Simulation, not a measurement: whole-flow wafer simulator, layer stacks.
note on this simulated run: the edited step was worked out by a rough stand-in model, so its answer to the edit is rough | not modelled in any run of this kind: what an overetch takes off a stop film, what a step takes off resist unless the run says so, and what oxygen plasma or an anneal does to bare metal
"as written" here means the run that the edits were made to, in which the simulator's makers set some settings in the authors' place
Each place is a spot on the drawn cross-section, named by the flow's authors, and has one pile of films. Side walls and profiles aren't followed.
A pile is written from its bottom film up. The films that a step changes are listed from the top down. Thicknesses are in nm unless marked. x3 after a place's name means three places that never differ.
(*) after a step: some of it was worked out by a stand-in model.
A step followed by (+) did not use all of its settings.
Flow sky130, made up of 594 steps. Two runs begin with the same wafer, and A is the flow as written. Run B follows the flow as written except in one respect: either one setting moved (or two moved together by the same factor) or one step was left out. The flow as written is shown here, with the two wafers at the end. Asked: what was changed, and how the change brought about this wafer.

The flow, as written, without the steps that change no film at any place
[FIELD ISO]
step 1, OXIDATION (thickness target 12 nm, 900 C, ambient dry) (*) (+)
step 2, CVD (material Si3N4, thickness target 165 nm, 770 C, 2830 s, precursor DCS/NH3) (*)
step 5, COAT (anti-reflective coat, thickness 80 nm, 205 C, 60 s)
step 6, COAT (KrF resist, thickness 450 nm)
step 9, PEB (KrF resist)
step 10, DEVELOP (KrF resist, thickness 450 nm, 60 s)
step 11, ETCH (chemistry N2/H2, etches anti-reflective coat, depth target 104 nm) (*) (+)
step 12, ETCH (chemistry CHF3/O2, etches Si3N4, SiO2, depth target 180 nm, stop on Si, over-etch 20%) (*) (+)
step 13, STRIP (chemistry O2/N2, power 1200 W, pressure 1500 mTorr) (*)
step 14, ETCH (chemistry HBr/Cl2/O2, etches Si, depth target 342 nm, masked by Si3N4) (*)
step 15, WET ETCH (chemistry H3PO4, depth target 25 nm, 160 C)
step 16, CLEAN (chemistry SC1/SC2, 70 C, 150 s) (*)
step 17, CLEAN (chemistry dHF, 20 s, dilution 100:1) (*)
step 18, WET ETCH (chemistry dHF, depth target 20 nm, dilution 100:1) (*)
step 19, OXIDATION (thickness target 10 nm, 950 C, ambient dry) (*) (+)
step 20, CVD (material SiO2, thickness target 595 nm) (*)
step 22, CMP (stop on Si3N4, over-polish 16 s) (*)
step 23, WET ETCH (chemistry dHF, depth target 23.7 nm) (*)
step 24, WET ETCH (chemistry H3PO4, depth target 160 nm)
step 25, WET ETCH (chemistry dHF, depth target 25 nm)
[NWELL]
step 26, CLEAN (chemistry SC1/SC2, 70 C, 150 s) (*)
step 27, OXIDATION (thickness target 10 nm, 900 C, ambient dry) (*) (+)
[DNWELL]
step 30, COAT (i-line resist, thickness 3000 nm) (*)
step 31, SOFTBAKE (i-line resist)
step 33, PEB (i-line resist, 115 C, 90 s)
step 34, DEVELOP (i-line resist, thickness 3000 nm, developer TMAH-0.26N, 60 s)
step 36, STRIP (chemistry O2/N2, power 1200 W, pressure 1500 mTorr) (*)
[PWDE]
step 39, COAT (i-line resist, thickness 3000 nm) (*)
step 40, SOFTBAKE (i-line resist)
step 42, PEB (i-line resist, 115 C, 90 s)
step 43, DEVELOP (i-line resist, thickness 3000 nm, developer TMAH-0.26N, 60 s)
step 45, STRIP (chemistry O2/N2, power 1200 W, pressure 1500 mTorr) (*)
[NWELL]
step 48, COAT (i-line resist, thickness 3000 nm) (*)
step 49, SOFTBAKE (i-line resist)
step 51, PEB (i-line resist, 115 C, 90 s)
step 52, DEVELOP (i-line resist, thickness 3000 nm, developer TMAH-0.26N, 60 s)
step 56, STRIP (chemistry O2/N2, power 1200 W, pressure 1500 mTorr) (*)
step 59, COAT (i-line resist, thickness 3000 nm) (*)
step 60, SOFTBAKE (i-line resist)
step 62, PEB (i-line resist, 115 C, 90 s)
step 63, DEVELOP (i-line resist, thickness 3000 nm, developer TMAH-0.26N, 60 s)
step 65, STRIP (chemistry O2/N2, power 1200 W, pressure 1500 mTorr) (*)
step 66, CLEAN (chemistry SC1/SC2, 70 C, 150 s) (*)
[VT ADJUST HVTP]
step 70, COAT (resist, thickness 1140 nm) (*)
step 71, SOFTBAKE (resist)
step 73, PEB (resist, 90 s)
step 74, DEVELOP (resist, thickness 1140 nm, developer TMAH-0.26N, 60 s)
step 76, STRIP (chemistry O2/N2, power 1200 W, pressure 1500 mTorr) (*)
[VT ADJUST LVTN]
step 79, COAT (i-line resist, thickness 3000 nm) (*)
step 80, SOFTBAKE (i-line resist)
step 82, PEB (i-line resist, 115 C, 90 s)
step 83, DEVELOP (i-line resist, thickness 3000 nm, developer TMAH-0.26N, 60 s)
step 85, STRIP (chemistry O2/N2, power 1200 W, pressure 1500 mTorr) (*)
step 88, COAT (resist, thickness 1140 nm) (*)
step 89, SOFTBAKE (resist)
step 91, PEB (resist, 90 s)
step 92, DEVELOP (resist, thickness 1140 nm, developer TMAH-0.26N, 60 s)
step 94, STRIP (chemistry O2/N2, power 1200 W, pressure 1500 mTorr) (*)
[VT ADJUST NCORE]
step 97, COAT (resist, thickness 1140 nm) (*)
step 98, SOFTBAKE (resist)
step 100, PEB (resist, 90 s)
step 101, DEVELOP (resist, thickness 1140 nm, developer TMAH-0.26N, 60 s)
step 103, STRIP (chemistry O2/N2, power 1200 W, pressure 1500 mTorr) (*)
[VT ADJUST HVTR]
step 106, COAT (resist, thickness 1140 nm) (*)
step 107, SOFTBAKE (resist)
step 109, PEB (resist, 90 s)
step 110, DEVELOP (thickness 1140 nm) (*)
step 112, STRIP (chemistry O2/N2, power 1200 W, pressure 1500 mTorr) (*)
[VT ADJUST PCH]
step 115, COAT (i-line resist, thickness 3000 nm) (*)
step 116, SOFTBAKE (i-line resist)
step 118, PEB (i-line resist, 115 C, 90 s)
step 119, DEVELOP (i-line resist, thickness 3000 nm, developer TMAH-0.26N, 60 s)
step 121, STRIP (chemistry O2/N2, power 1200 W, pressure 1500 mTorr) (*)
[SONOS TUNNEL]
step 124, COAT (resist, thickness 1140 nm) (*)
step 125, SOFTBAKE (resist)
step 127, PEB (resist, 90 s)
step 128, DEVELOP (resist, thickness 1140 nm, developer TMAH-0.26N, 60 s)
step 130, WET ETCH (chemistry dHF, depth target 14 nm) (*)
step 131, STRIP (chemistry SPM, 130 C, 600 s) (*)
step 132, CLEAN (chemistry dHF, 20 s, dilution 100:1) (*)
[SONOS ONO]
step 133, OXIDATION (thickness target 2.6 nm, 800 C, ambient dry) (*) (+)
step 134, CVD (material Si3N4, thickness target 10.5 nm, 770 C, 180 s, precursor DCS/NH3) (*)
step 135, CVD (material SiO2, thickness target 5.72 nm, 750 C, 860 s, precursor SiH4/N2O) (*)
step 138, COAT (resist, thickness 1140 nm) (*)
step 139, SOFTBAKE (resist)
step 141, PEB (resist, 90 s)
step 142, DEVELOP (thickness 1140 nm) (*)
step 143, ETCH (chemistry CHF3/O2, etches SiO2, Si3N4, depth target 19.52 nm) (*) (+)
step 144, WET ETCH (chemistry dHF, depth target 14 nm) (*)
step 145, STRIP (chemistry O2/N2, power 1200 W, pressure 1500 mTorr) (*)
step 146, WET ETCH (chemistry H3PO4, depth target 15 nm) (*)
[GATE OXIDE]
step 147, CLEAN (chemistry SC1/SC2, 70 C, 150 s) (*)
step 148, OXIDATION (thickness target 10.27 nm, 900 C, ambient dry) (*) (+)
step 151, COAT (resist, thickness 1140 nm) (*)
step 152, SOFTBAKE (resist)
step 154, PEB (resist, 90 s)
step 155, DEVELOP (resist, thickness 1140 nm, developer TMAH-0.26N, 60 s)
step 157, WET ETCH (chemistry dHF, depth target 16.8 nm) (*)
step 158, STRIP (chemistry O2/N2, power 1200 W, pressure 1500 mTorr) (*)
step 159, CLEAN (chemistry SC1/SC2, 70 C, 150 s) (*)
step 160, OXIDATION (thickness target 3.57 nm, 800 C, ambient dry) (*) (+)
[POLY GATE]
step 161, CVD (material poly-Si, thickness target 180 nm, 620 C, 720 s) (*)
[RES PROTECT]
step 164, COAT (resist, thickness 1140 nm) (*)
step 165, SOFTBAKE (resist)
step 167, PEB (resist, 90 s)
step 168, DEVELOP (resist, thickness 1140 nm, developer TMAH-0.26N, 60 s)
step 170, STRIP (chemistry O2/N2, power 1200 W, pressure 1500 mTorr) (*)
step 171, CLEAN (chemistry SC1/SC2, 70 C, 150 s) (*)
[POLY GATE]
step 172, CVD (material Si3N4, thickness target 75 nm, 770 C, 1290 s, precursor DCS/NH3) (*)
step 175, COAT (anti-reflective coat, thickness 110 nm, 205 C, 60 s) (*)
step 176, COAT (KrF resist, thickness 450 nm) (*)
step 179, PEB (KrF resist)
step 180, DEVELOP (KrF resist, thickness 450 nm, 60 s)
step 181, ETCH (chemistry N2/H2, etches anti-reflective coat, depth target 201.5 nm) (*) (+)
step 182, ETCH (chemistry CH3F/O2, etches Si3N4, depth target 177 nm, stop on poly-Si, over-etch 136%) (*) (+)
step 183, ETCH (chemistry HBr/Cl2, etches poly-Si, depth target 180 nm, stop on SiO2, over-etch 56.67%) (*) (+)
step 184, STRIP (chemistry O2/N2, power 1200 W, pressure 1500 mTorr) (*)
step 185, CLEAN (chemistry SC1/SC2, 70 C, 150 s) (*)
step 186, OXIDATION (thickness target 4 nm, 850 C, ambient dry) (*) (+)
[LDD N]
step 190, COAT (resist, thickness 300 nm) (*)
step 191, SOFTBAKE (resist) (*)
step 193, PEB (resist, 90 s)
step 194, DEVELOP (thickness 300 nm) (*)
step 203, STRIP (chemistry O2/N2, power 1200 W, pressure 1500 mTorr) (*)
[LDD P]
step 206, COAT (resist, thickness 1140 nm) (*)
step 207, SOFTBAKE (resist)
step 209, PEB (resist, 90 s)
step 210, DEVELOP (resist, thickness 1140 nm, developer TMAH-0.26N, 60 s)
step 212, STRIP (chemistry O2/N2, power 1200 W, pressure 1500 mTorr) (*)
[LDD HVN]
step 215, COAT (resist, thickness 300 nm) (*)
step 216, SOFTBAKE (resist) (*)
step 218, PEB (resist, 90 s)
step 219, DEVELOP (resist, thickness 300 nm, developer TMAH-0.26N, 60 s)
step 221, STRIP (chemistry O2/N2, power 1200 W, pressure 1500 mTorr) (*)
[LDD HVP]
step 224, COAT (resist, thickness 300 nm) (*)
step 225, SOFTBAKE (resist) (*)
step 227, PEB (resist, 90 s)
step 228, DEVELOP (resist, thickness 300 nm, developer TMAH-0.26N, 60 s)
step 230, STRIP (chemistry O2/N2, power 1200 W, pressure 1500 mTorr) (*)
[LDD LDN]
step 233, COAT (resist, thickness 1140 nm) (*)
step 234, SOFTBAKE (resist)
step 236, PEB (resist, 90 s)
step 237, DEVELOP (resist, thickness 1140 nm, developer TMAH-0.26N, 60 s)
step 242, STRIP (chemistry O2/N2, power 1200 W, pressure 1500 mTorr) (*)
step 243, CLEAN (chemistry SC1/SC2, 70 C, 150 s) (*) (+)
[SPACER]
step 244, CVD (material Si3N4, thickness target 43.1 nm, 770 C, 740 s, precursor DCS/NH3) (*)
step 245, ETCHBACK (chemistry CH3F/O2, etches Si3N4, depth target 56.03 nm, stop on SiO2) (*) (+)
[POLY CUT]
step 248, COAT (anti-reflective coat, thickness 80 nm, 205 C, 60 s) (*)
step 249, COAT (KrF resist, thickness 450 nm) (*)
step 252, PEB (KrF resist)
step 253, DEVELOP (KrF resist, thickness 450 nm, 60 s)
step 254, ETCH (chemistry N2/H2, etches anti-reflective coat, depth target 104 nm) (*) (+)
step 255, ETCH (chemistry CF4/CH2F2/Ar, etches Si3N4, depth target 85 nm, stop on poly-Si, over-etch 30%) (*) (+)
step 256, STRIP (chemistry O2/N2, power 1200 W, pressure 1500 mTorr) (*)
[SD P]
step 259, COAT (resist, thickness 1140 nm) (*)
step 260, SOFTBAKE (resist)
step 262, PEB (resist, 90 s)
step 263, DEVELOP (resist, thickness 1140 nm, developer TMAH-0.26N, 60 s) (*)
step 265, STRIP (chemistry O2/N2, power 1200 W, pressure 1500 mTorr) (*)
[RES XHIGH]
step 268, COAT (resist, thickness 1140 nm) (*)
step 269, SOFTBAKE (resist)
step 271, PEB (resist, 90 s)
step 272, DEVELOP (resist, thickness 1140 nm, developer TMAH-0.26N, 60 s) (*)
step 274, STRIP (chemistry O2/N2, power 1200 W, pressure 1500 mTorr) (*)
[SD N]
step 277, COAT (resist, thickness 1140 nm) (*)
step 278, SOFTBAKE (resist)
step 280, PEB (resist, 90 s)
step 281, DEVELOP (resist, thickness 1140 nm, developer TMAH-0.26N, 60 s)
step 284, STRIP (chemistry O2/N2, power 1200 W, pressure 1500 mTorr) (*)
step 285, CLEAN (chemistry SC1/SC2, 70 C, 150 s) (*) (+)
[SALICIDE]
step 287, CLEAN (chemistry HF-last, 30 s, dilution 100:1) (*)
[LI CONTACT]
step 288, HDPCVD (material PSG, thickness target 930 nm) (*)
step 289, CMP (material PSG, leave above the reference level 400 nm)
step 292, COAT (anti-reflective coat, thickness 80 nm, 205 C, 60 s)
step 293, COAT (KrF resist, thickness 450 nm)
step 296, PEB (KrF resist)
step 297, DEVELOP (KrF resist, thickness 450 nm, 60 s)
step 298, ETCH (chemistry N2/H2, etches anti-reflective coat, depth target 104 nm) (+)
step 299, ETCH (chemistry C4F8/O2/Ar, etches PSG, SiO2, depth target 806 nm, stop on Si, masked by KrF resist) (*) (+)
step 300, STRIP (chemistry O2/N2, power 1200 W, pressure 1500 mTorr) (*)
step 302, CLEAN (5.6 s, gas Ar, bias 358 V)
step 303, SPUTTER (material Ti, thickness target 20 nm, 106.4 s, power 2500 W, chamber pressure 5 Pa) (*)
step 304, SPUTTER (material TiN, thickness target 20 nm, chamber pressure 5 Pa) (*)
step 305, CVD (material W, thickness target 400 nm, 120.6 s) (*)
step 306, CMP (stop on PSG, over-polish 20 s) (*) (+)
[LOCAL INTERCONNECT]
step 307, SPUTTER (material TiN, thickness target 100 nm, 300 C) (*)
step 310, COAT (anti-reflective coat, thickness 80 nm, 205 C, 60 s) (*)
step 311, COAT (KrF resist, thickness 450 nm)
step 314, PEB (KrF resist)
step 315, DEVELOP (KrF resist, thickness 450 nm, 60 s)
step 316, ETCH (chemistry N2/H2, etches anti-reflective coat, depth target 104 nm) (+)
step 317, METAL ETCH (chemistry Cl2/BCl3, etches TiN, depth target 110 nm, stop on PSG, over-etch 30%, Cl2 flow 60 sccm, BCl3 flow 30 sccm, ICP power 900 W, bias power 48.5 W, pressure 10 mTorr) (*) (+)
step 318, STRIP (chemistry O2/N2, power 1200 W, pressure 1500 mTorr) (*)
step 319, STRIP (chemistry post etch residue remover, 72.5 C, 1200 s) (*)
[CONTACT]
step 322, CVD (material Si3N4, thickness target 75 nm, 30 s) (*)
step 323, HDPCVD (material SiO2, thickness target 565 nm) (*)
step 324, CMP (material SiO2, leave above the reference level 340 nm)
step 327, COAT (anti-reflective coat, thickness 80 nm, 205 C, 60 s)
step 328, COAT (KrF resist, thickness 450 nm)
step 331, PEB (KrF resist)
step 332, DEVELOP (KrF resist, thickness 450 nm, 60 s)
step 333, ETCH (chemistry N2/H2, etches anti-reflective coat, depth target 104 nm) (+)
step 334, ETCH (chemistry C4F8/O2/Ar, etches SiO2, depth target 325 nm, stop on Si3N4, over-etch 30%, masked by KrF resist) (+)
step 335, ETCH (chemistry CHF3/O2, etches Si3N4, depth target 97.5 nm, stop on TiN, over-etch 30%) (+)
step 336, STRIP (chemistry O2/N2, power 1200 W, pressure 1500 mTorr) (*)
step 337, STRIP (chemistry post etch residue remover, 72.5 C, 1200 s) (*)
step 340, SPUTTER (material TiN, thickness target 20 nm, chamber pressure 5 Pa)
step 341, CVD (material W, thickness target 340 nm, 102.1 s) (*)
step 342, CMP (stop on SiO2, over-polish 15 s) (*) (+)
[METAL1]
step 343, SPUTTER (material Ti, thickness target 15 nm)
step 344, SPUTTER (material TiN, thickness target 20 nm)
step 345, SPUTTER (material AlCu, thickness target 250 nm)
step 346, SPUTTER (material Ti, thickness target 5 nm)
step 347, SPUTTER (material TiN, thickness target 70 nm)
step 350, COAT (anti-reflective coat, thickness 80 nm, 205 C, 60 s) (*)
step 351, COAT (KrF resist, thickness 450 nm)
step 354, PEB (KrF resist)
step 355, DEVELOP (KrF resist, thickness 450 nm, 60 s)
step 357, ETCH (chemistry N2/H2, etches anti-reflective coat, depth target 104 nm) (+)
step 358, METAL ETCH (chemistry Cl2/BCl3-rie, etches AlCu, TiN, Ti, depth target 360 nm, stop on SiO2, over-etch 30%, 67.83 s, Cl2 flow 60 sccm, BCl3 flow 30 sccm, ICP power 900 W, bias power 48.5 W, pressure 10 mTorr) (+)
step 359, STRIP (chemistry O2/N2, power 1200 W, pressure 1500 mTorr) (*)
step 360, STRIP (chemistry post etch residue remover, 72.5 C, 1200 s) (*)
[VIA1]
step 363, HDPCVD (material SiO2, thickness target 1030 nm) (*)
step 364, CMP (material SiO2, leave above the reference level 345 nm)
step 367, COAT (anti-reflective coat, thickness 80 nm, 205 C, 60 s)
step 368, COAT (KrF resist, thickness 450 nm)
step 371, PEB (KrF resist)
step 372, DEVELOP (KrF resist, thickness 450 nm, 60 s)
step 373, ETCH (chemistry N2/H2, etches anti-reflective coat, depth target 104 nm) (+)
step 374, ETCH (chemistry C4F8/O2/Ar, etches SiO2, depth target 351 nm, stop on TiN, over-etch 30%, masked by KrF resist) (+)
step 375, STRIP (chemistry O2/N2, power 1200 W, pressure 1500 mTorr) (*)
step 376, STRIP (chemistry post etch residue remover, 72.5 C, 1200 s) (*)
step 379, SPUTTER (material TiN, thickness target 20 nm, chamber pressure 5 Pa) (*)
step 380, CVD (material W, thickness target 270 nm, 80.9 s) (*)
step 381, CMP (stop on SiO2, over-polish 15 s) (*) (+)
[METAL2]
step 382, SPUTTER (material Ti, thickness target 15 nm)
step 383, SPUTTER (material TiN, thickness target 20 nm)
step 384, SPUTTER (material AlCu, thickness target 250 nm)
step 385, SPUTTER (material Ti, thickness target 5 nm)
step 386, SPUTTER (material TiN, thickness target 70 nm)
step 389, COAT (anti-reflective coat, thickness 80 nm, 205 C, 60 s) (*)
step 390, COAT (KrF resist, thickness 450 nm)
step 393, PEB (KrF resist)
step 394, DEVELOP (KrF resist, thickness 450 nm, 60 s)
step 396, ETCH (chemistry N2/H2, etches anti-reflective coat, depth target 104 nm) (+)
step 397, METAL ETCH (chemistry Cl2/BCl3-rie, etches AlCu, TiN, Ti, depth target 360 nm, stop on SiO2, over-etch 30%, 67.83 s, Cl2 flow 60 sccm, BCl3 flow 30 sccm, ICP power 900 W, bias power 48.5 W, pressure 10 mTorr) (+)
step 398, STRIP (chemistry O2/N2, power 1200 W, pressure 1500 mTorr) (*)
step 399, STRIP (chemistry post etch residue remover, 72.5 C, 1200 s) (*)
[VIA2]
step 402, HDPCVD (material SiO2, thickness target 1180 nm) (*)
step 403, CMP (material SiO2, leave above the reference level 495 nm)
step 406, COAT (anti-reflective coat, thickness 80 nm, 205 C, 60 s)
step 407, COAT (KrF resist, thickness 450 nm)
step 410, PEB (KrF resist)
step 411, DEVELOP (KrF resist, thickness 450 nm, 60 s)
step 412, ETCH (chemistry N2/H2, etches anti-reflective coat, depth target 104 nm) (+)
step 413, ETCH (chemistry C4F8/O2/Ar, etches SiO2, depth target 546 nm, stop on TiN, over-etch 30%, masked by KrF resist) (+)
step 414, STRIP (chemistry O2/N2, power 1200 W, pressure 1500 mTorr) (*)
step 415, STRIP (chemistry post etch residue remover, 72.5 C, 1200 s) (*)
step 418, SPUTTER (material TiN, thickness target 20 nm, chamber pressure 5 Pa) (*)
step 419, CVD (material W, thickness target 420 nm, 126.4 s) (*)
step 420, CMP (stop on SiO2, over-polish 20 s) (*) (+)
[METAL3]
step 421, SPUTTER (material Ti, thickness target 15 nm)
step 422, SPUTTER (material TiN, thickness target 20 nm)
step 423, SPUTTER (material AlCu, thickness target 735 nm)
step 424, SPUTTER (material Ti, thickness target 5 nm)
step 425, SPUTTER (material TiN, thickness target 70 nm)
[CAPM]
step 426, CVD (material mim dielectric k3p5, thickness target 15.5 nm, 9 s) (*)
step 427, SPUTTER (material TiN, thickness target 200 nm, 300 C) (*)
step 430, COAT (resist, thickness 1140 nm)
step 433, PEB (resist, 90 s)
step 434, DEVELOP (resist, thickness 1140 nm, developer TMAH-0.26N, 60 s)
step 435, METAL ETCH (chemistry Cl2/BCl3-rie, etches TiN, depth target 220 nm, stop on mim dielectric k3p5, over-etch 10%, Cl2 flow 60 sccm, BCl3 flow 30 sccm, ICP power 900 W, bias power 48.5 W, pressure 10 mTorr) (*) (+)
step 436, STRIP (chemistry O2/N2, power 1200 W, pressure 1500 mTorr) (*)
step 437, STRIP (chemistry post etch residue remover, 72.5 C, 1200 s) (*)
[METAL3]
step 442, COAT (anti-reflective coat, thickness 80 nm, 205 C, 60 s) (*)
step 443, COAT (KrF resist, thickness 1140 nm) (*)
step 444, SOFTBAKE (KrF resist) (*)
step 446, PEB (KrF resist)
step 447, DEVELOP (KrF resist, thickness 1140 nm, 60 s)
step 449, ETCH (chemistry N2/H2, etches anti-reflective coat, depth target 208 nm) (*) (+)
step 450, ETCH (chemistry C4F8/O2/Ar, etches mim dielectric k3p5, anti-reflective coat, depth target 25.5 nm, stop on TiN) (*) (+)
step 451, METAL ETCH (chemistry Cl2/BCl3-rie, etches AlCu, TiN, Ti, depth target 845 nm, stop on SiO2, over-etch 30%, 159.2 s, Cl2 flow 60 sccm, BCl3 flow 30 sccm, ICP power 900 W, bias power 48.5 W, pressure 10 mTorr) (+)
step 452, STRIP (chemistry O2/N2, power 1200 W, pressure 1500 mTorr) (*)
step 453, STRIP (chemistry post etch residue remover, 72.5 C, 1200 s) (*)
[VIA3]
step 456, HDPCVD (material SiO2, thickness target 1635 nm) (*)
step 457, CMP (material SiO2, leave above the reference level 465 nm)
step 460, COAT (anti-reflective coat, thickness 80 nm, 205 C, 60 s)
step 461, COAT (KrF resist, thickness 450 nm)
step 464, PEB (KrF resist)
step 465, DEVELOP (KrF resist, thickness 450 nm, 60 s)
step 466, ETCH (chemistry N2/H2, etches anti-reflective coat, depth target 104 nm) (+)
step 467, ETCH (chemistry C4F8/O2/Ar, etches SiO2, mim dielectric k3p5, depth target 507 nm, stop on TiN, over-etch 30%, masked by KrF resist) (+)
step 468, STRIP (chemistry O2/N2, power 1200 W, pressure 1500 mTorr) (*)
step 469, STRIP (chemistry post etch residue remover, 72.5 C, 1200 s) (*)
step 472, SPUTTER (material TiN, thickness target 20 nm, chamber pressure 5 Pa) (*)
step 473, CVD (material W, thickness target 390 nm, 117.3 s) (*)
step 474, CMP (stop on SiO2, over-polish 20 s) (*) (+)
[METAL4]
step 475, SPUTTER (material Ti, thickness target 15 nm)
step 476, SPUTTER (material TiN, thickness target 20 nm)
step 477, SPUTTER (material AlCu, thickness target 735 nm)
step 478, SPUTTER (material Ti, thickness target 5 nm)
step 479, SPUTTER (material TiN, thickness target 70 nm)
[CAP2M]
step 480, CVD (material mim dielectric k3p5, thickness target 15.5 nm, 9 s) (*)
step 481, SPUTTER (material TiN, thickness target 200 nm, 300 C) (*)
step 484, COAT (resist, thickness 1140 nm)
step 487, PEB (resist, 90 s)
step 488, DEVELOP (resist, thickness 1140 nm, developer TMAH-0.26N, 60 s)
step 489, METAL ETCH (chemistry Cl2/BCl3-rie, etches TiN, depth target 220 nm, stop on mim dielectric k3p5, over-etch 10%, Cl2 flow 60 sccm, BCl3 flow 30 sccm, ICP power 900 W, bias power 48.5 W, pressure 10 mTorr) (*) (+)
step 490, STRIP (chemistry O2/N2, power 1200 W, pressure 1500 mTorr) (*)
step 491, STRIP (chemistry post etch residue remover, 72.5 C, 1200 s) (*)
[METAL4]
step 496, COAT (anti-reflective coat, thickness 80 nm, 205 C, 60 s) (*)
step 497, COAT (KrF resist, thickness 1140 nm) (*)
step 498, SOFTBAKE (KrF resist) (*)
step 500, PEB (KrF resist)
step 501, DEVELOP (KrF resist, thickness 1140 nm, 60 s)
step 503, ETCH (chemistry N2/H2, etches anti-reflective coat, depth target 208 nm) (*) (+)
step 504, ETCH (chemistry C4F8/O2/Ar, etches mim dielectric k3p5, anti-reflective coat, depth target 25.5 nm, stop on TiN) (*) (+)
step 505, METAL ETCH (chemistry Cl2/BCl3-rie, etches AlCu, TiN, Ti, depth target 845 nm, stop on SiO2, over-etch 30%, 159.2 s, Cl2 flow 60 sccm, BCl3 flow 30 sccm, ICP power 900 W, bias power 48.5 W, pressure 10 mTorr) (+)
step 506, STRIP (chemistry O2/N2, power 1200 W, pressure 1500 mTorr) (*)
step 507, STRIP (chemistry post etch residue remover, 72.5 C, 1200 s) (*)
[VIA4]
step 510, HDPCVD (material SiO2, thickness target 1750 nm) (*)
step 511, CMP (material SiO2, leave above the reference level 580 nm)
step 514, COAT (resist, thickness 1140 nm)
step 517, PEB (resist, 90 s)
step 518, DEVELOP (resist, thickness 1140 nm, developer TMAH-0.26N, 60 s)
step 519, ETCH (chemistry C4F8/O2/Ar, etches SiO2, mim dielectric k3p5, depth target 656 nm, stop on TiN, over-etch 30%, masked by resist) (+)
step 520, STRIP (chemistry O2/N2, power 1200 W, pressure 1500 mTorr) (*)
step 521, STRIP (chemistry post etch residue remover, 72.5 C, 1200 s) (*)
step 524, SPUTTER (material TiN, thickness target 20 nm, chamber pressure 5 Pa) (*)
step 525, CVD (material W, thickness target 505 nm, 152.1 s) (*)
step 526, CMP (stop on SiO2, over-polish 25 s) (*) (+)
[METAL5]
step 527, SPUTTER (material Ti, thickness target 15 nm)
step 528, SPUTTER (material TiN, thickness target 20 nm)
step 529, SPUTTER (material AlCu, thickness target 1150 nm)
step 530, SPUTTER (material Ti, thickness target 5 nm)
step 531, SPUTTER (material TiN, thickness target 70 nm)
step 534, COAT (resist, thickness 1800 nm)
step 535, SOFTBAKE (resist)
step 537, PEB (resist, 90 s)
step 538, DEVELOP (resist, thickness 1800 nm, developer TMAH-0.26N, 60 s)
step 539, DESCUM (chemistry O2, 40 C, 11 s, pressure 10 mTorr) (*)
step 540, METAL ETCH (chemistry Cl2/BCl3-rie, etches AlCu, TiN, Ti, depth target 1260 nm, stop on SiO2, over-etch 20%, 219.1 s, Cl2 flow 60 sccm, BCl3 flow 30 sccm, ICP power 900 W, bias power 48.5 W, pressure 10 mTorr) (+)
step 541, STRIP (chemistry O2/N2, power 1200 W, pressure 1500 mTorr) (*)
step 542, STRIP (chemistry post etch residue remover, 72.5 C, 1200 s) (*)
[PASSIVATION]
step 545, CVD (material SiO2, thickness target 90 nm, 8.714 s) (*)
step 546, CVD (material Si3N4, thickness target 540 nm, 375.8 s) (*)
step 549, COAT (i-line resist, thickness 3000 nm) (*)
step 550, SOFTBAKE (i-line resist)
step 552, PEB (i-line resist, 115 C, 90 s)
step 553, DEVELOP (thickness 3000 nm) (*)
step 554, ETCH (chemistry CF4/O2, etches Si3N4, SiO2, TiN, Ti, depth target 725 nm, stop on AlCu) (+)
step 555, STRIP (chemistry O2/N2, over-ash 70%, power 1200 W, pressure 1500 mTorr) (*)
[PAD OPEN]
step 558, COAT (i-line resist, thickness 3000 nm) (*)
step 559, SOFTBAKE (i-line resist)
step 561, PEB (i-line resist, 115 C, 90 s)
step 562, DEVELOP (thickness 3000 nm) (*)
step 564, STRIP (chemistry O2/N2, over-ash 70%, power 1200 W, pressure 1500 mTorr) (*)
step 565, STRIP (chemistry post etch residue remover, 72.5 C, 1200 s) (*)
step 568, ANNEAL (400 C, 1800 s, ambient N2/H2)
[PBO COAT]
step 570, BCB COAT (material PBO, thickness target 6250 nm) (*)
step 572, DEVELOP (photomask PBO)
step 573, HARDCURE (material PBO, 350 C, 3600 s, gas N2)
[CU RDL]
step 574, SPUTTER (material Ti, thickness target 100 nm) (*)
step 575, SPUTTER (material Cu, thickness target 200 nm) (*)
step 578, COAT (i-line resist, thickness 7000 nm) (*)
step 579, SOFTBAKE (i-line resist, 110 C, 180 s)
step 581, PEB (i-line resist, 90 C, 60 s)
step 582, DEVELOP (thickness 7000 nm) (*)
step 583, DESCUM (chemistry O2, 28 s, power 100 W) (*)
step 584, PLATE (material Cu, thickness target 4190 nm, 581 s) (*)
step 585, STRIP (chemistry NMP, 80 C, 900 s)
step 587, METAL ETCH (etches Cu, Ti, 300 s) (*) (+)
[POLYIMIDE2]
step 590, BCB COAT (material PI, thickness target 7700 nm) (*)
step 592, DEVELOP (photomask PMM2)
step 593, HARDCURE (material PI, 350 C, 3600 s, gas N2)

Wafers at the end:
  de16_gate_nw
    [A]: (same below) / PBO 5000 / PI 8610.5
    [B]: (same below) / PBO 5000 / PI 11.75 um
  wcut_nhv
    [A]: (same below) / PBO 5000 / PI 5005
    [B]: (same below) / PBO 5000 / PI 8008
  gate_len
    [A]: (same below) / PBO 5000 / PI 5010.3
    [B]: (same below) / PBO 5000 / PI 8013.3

The reason: step 590, BCB COAT: thickness target 12320 nm was run, while the flow as written has thickness target 7700 nm.

Step by step, how the change led to this:
  step 590, BCB COAT (material PI, thickness target 7700 nm) (*)
      dice_street, wcut_nhv, wcut_phv and 14 more: A +7700 PI (new film) | B +12.32 um PI (new film)
      mim_edge_plate_strap, mim_edge_plate, mim_edge_gap, mim_edge_gap_sheet: A +7702.7 PI (new film) | B +12.32 um PI (new film)
      (and at 172 other places as well)
  step 592, DEVELOP (photomask PMM2)
      pad: A -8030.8 PI (all of it) | B -12.65 um PI (all of it)
  step 593, HARDCURE (material PI, 350 C, 3600 s, gas N2)
      dice_street, wcut_nhv, wcut_phv and 15 more: A -2695 PI | B -4312 PI
      gate_p_lg05, gate_p_lg10, gate_len, gate_lvt_sd_len, gate_p_sd_len, gate_p_hvt_sd_len, gate_p_lvt_sd_len, gate_len_250: A -2695.1 PI | B -4312.1 PI
      (and at 166 other places as well)
